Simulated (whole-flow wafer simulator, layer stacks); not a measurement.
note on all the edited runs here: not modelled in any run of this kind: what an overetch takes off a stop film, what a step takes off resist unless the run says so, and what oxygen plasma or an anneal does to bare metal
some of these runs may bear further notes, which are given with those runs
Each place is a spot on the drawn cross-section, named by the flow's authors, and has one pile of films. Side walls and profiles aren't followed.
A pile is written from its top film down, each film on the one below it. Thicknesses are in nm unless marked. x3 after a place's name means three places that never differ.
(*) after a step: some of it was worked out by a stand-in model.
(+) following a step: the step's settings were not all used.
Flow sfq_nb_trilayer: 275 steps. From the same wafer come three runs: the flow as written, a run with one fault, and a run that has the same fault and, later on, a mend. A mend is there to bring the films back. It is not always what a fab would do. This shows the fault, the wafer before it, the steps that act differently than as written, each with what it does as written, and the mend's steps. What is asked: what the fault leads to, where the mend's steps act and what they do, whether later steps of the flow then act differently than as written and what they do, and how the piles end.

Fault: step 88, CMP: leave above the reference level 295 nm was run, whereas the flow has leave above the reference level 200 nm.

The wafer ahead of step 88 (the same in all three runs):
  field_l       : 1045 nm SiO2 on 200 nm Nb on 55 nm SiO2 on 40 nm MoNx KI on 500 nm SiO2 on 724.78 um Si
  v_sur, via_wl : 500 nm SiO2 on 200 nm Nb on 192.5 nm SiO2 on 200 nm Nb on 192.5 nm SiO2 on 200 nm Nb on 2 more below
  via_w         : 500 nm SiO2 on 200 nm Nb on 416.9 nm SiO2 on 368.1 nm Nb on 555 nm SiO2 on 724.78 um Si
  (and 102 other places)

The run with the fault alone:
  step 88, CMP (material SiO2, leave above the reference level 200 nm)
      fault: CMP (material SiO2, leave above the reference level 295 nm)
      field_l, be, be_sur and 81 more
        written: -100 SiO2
        fault: -5 SiO2
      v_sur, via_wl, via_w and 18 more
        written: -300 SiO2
        fault: -205 SiO2
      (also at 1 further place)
  Steps later in the flow that act otherwise than as written (4 other steps are not shown; they differ only slightly, by no more than 2% or 0.5 nm, whichever is larger):
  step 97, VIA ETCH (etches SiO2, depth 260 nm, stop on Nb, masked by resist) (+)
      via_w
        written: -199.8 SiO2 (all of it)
        fault: -260 SiO2
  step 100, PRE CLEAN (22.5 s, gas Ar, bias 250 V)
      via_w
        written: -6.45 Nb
        fault: -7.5 SiO2
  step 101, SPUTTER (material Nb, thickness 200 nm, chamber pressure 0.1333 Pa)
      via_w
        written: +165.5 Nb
        fault: +152.6 Nb (new film)
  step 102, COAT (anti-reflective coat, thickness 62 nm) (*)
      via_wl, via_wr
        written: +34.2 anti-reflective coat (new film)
        fault: +23 anti-reflective coat (new film)
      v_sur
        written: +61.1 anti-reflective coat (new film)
        fault: +55.7 anti-reflective coat (new film)
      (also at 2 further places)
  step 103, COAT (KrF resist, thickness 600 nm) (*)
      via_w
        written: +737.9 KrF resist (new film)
        fault: +794 KrF resist (new film)
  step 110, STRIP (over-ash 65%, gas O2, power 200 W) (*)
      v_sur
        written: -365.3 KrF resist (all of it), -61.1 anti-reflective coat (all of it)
        fault: -362.3 KrF resist (all of it), -55.7 anti-reflective coat (all of it)
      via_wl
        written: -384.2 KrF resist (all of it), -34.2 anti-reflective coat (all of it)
        fault: -383.9 KrF resist (all of it), -23 anti-reflective coat (all of it)
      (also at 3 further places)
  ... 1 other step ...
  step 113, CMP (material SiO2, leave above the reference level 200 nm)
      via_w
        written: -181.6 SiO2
        fault: -157.1 SiO2
  At field_l, v_sur, via_wl and 103 more, the piles at the end differ from the flow's by more than 2% or 0.5 nm, whichever is larger.
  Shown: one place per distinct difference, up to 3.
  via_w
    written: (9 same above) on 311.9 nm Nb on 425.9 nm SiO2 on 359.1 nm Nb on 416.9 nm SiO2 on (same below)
    fault: (9 same above) on 311.9 nm Nb on 500.1 nm SiO2 on 152.6 nm Nb on 27.3 nm SiO2 on 200 nm Nb on 416.9 nm SiO2 on (same below)
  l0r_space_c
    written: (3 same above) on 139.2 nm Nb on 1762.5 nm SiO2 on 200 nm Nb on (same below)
    fault: (3 same above) on 139.2 nm Nb on 1857.5 nm SiO2 on 200 nm Nb on (same below)
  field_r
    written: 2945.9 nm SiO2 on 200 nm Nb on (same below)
    fault: 3040.9 nm SiO2 on 200 nm Nb on (same below)

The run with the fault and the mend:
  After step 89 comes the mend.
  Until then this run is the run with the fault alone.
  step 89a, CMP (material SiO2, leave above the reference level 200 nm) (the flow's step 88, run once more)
      field_l, v_sur, via_wl and 103 more
        -95 SiO2
  Later steps of the flow that are run all act as written at every place that is followed.
  The piles end the same as the flow's at every place that both follow.
